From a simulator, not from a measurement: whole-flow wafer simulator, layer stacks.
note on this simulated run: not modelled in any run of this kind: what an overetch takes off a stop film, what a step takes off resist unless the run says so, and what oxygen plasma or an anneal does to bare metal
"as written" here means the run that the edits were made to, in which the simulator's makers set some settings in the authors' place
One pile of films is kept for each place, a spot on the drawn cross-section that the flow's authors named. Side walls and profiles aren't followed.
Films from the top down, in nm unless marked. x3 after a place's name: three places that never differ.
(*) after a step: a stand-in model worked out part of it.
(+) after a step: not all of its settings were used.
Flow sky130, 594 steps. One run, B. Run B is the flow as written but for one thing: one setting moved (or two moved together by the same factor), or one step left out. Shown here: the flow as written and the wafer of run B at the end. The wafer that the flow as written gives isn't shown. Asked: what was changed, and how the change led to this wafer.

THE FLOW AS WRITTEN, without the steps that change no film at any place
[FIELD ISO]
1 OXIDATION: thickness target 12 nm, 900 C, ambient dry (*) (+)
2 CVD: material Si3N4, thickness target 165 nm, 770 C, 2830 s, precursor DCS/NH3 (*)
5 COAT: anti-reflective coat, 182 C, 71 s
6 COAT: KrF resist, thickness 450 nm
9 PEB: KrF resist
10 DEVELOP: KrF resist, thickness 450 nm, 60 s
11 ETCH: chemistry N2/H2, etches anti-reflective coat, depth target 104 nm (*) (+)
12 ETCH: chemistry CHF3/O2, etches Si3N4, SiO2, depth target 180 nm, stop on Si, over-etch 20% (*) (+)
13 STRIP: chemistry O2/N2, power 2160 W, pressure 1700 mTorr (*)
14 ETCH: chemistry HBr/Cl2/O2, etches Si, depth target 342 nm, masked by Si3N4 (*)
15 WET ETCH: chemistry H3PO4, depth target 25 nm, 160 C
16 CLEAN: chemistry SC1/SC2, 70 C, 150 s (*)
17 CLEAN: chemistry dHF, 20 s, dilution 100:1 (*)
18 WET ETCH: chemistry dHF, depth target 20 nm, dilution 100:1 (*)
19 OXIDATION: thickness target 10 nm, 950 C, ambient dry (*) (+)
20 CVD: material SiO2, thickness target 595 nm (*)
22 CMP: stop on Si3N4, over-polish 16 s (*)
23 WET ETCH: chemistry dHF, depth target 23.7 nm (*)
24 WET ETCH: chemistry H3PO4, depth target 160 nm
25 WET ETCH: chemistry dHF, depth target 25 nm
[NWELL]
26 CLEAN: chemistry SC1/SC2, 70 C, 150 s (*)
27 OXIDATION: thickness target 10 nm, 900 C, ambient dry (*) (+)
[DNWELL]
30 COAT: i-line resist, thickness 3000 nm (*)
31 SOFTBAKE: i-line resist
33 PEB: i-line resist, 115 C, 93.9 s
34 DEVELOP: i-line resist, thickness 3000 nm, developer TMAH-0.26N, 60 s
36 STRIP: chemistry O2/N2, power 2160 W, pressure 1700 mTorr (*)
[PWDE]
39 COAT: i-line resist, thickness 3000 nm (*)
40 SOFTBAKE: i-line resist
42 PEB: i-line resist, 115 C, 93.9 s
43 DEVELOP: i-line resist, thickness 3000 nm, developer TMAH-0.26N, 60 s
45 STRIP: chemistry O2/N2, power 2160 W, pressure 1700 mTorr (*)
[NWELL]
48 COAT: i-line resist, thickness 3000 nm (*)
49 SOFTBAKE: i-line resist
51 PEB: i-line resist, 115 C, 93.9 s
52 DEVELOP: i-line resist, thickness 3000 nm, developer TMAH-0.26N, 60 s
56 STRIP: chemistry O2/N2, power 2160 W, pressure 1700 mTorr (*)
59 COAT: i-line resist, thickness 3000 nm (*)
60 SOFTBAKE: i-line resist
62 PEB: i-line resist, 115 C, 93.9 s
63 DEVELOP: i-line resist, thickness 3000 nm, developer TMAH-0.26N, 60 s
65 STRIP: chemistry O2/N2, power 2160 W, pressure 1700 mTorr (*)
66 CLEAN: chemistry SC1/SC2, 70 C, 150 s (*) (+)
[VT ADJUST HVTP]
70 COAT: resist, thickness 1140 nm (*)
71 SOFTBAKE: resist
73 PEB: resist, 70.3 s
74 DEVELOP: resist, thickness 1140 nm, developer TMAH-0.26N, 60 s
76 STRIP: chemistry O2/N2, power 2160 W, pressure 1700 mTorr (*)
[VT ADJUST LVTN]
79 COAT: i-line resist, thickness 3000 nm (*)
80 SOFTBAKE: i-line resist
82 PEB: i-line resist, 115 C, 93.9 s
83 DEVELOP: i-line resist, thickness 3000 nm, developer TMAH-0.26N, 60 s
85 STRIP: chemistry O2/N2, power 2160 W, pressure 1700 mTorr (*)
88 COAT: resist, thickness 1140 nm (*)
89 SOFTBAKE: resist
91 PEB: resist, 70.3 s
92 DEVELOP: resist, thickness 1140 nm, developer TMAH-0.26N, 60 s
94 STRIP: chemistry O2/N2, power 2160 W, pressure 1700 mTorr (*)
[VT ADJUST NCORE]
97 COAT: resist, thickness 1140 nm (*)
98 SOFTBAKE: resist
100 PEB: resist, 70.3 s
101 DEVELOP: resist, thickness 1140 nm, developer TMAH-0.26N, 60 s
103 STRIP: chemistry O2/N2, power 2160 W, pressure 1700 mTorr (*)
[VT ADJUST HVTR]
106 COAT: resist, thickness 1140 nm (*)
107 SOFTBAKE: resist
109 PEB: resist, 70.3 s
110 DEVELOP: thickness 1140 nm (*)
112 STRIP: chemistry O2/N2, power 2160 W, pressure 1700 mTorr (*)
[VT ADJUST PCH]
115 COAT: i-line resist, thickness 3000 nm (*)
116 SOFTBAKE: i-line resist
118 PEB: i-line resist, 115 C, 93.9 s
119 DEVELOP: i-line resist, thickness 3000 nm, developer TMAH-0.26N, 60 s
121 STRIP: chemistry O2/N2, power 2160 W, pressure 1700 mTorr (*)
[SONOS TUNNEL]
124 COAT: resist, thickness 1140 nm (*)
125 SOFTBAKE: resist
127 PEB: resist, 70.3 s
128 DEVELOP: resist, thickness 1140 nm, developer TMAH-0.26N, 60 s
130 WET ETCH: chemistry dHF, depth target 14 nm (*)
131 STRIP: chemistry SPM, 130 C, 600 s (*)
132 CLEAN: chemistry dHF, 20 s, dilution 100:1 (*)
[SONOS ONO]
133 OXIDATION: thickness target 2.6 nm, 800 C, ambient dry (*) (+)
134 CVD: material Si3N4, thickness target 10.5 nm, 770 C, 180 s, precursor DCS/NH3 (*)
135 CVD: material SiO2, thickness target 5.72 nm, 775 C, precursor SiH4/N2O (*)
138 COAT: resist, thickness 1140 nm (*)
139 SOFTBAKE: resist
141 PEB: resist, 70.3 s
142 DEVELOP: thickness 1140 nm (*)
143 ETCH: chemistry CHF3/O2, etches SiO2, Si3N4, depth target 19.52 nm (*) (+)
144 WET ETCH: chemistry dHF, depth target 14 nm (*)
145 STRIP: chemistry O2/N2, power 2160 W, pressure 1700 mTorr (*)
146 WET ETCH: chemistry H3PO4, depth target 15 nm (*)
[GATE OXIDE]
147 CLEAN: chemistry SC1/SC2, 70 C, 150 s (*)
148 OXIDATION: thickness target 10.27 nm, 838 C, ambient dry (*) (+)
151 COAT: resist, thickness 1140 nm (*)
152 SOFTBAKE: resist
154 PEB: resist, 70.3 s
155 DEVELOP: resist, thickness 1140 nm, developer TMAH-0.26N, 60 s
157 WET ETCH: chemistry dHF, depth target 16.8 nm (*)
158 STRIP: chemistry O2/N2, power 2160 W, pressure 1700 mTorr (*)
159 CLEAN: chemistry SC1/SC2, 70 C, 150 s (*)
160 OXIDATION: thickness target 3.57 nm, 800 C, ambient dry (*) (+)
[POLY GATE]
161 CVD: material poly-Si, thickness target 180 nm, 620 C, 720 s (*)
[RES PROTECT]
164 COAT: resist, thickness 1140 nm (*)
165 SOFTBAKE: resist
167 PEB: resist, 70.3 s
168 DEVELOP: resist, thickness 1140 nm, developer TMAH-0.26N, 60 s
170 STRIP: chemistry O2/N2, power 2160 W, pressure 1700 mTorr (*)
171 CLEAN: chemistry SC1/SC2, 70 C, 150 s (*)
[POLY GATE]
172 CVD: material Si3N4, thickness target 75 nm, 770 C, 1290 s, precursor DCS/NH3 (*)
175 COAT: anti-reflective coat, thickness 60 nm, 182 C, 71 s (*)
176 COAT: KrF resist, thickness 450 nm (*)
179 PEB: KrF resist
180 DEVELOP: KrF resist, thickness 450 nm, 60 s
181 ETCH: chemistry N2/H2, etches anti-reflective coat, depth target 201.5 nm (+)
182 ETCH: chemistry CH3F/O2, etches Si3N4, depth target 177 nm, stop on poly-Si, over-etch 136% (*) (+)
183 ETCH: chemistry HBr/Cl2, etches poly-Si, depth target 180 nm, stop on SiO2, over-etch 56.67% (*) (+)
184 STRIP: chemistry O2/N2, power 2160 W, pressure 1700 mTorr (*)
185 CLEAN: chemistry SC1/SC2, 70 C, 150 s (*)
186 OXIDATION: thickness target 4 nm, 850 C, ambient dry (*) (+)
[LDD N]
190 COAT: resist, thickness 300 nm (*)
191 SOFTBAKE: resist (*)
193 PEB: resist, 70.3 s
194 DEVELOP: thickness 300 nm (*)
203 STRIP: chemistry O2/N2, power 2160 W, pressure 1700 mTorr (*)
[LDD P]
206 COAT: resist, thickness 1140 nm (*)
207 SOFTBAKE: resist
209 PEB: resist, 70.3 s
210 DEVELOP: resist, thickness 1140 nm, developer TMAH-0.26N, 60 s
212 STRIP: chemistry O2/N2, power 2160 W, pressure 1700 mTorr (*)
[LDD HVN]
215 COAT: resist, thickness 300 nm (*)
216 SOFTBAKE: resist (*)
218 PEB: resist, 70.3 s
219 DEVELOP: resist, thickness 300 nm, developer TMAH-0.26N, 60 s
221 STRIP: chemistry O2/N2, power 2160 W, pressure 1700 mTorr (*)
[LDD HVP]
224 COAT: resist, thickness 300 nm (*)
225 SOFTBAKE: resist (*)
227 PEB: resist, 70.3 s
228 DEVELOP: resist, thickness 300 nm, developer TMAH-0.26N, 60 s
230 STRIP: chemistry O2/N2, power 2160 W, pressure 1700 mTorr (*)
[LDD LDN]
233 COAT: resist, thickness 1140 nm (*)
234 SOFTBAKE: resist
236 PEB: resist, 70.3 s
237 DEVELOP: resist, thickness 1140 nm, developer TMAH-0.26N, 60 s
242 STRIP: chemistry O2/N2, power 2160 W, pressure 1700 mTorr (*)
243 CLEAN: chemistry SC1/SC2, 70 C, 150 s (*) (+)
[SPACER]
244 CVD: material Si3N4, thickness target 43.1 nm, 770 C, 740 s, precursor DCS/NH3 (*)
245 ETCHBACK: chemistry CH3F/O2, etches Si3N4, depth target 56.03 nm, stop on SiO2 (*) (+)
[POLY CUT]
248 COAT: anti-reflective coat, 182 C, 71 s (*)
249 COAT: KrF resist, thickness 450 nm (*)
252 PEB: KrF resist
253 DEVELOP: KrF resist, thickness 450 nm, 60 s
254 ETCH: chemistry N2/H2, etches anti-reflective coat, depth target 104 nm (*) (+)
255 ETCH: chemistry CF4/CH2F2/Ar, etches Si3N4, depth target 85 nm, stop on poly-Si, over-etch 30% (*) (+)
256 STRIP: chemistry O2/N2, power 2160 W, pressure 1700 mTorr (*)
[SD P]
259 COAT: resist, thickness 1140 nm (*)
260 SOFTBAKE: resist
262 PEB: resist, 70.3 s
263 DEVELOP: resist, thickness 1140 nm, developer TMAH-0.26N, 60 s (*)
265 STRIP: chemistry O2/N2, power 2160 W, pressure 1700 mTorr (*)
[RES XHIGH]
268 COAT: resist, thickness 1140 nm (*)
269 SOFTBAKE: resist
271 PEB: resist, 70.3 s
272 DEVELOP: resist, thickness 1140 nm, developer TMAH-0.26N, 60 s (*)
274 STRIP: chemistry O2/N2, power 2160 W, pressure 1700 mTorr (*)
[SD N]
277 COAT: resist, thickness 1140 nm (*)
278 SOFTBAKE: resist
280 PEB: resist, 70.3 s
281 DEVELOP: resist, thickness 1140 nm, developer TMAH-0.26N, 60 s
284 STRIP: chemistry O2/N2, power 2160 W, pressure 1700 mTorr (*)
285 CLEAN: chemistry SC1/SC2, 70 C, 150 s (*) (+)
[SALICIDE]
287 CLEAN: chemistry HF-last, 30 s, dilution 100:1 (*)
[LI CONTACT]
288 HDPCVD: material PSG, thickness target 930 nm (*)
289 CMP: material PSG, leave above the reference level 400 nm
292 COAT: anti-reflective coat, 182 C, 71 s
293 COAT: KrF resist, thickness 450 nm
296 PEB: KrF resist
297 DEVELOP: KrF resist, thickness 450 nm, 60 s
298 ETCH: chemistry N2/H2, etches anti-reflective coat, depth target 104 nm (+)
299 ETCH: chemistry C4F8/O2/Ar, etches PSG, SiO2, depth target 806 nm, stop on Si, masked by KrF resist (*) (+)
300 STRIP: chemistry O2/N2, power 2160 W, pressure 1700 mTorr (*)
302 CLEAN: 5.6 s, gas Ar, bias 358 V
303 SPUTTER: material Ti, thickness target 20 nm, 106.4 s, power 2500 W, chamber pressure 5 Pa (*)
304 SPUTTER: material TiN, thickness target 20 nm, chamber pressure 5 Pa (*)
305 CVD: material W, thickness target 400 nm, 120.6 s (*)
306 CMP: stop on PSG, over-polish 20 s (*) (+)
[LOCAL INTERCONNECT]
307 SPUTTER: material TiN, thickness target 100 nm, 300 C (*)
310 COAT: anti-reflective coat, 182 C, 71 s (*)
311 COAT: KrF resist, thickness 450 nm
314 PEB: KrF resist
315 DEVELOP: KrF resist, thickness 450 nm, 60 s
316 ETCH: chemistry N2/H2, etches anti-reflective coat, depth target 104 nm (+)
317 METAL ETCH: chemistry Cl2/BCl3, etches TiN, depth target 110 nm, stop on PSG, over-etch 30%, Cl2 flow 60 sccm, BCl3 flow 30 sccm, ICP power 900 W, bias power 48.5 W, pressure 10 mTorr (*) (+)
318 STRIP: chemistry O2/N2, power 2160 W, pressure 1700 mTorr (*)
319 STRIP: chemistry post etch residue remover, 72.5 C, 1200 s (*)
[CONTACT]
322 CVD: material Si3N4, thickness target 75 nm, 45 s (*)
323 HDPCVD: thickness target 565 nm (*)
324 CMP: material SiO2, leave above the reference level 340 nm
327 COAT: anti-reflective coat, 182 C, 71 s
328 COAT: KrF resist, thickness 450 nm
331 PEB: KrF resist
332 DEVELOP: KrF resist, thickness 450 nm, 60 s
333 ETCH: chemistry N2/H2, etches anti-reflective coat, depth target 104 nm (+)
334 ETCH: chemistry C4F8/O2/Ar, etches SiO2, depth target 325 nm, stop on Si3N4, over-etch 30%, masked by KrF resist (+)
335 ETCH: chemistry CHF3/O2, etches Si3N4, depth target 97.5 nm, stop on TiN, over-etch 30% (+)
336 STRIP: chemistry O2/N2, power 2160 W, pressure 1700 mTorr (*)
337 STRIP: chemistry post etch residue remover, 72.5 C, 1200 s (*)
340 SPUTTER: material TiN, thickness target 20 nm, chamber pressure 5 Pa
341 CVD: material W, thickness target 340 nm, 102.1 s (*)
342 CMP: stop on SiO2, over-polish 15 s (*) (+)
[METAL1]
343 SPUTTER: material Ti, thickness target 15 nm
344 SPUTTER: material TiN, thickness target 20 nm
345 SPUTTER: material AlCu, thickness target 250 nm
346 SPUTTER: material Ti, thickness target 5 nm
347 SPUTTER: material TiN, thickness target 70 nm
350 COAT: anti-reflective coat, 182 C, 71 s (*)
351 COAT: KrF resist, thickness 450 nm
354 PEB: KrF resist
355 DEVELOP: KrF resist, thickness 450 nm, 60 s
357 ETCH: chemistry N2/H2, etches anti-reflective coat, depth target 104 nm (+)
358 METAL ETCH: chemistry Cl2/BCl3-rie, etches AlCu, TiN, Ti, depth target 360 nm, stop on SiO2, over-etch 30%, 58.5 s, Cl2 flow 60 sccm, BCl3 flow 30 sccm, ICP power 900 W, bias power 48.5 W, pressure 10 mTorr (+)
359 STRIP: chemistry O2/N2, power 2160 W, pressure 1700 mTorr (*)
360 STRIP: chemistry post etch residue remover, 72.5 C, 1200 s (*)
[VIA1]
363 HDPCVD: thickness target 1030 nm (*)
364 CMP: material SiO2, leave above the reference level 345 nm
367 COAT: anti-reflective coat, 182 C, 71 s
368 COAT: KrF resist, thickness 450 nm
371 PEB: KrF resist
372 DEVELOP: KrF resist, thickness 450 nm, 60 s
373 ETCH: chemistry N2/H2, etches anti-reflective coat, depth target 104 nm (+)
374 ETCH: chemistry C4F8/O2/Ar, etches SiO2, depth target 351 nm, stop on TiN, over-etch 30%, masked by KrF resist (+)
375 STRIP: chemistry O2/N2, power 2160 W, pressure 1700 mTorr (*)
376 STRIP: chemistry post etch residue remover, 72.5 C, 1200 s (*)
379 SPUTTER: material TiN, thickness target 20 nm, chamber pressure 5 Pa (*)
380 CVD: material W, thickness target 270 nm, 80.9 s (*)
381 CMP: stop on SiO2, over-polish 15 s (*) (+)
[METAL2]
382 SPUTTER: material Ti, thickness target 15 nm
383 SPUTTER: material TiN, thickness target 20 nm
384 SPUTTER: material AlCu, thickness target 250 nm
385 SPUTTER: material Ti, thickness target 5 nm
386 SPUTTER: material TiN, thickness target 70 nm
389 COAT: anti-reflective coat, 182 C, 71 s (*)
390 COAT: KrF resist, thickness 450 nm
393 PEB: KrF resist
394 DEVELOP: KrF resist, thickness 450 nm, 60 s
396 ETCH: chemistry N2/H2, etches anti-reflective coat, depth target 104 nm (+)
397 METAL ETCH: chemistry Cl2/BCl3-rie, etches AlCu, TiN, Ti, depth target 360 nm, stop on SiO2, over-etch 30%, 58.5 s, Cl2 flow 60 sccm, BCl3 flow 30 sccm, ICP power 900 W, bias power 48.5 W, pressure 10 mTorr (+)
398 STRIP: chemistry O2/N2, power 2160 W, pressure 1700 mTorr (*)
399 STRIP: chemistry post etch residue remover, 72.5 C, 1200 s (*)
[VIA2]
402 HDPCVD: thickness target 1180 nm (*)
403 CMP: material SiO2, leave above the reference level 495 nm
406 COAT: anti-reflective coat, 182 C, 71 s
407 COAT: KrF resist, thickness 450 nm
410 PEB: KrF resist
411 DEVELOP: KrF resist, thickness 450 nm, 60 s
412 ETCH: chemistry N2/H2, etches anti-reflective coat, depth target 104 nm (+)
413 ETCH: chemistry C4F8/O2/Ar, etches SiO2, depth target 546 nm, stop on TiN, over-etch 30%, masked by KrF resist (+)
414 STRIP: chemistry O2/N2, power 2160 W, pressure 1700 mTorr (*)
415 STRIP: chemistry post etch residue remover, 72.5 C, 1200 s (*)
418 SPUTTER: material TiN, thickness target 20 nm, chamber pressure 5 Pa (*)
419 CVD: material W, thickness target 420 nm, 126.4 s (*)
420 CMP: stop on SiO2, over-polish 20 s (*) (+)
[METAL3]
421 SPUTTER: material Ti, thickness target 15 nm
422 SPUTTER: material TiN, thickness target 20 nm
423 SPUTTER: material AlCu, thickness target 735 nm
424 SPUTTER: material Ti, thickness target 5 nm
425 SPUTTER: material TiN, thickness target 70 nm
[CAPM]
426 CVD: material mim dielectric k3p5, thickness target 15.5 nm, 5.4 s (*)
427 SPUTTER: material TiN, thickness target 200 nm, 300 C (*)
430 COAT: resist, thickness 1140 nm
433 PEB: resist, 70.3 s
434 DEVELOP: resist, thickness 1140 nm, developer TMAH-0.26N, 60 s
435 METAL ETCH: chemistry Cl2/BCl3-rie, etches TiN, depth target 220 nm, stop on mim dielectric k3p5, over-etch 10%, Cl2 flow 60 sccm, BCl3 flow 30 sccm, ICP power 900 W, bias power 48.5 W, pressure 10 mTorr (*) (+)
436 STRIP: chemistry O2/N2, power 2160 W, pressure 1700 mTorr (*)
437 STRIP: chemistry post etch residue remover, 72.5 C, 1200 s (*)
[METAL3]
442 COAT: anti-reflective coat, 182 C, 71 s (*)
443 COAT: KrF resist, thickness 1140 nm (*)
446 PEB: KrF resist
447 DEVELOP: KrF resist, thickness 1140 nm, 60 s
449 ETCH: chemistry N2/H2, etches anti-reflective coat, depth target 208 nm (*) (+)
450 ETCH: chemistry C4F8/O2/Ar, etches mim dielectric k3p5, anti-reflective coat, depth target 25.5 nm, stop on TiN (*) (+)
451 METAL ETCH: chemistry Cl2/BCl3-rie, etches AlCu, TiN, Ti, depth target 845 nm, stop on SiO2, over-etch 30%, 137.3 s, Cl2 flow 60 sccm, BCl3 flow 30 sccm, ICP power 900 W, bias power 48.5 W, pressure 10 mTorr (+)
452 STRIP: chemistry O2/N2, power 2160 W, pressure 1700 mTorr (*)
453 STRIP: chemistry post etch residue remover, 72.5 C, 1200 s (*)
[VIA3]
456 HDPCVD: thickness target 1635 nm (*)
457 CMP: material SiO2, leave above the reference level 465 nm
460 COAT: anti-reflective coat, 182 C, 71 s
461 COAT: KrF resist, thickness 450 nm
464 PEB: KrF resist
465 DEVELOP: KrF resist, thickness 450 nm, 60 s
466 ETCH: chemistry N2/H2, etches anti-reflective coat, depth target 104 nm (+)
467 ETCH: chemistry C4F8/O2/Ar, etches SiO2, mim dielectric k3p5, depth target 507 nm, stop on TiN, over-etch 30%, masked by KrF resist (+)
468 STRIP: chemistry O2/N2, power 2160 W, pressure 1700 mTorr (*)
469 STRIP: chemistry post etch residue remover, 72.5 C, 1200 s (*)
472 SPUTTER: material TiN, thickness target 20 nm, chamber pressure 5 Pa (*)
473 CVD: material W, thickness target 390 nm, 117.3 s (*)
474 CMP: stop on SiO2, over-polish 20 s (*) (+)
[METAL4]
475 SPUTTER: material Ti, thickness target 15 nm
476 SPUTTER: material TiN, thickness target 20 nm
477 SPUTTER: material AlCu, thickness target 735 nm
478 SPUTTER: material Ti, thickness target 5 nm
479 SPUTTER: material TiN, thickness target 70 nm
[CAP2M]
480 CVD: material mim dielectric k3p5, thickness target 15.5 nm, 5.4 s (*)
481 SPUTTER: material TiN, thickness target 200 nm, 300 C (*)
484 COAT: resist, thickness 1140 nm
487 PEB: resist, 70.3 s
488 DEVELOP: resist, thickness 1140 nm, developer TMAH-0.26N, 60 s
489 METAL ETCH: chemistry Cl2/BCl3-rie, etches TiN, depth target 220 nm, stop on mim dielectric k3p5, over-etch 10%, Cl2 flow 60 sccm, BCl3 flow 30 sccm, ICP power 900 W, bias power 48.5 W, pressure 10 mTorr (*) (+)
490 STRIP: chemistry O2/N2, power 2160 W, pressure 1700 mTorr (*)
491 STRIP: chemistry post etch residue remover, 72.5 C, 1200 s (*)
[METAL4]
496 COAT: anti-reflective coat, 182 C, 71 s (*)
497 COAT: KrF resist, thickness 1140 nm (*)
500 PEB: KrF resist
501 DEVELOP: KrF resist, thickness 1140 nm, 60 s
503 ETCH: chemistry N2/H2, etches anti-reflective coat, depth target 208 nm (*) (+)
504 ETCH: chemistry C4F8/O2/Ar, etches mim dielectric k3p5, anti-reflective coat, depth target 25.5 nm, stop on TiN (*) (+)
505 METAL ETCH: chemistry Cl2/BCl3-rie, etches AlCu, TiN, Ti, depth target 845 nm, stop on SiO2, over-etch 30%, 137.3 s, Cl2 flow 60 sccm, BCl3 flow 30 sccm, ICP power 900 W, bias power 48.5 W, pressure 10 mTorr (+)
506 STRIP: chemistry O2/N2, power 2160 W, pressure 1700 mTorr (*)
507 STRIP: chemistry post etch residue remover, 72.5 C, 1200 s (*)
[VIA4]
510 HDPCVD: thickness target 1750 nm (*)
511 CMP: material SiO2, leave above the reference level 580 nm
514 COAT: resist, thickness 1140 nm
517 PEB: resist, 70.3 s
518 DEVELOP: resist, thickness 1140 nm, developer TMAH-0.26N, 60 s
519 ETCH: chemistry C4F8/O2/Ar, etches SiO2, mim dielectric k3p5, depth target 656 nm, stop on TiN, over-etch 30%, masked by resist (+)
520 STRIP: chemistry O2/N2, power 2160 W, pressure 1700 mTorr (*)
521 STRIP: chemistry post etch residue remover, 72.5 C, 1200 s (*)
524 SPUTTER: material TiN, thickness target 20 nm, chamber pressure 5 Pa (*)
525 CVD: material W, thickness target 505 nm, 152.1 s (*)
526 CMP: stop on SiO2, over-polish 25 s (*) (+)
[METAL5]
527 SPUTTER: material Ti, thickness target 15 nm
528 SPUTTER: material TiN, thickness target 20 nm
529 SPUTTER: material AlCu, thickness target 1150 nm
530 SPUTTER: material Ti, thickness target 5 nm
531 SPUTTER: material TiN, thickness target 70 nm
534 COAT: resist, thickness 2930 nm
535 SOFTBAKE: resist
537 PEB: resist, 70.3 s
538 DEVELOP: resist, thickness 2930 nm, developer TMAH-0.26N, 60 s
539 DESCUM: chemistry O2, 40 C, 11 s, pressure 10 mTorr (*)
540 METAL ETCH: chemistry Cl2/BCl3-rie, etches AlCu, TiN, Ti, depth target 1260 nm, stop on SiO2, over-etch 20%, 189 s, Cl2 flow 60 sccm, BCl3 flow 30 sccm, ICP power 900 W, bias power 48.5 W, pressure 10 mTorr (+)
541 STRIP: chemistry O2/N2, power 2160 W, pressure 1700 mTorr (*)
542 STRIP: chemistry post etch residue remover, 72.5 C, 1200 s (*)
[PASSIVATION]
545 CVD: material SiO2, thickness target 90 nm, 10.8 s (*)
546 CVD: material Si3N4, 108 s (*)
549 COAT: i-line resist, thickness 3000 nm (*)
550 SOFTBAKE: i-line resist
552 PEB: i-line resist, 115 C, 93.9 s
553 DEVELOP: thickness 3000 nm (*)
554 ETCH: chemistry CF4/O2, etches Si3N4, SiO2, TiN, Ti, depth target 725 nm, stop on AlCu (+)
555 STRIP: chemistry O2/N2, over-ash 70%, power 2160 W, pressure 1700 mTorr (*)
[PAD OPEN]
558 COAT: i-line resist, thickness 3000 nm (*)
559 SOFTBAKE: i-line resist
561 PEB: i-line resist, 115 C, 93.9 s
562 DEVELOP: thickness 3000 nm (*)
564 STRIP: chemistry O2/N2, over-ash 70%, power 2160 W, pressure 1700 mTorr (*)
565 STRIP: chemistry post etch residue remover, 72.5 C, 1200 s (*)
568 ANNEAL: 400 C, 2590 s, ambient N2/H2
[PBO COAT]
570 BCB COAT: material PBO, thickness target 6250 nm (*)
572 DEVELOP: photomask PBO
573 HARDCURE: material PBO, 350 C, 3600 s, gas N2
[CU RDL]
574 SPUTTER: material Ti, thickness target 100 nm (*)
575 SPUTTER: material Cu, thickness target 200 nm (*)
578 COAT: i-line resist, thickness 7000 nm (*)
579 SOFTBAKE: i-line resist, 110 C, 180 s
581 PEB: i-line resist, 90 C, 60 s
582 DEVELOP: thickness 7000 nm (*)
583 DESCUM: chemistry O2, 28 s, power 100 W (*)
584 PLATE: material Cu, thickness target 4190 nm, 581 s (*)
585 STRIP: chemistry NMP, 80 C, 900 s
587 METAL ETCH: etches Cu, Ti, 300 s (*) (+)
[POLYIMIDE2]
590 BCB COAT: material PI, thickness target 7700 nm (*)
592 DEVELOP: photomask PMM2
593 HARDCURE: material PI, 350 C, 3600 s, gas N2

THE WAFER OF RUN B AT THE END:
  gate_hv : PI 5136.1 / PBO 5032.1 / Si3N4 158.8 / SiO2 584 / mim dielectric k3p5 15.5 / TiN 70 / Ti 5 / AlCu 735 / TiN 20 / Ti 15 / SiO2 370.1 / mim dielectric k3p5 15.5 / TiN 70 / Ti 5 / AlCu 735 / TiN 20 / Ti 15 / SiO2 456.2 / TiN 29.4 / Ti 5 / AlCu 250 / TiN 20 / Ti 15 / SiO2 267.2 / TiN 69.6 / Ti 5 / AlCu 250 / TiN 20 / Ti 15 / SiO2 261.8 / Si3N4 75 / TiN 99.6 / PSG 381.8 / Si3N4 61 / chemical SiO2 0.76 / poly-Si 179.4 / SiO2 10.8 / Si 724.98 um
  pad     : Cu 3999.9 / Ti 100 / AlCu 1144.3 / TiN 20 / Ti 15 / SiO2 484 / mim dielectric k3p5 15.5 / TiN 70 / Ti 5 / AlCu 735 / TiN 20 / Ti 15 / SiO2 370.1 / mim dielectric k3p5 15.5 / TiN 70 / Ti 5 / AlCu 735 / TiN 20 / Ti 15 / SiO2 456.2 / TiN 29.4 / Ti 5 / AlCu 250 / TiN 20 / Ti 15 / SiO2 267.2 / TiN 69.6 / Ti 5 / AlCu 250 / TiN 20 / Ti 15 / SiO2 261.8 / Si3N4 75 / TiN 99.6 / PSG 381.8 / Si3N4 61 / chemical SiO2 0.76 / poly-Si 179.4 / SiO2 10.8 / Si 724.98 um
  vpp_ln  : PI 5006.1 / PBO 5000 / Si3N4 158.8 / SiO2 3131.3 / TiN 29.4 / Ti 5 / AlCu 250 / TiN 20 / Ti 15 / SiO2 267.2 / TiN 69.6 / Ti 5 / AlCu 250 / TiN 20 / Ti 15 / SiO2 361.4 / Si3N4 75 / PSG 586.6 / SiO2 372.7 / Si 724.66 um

The cause: step 386, SPUTTER: thickness target 29.8 nm was run, where the flow has thickness target 70 nm.

How the change led to this, step by step:
  386 SPUTTER: material TiN, thickness target 70 nm
      field, active, n_well and 188 more: TiN +29.8 (new film) (as written it would be: TiN +70 (new film))
  397 METAL ETCH: chemistry Cl2/BCl3-rie, etches AlCu, TiN, Ti, depth target 360 nm, stop on SiO2, over-etch 30%, 58.5 s, Cl2 flow 60 sccm, BCl3 flow 30 sccm, ICP power 900 W, bias power 48.5 W, pressure 10 mTorr (+)
      field, active, gate and 82 more: TiN -28.5 (all of it), Ti -5 (all of it), AlCu -250 (all of it), TiN -20 (all of it), Ti -15 (all of it), SiO2 -15 (as written it would be: TiN -68.7 (all of it), Ti -5 (all of it), AlCu -250 (all of it), TiN -20 (all of it), Ti -15 (all of it), SiO2 -10.9)
  403 CMP: material SiO2, leave above the reference level 495 nm
      n_well, p_well, gate_hv and 101 more: SiO2 -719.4 (as written it would be: SiO2 -759.6)
      m1, via1_hole: SiO2 -718.9 (as written it would be: SiO2 -759.1)
  413 ETCH: chemistry C4F8/O2/Ar, etches SiO2, depth target 546 nm, stop on TiN, over-etch 30%, masked by KrF resist (+)
      m1: SiO2 -460.5 (all of it) (as written it would be: SiO2 -420.3 (all of it))
      via2_hole: SiO2 -460 (all of it) (as written it would be: SiO2 -419.8 (all of it))
  418 SPUTTER: material TiN, thickness target 20 nm, chamber pressure 5 Pa (*)
      m1: TiN +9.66 (as written it would be: TiN +10.2)
      via2_hole: TiN +9.65 (as written it would be: TiN +10.2)
  419 CVD: material W, thickness target 420 nm, 126.4 s (*)
      m1: W +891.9 (new film) (as written it would be: W +851.1 (new film))
      via2_hole: W +891.4 (new film) (as written it would be: W +850.7 (new film))
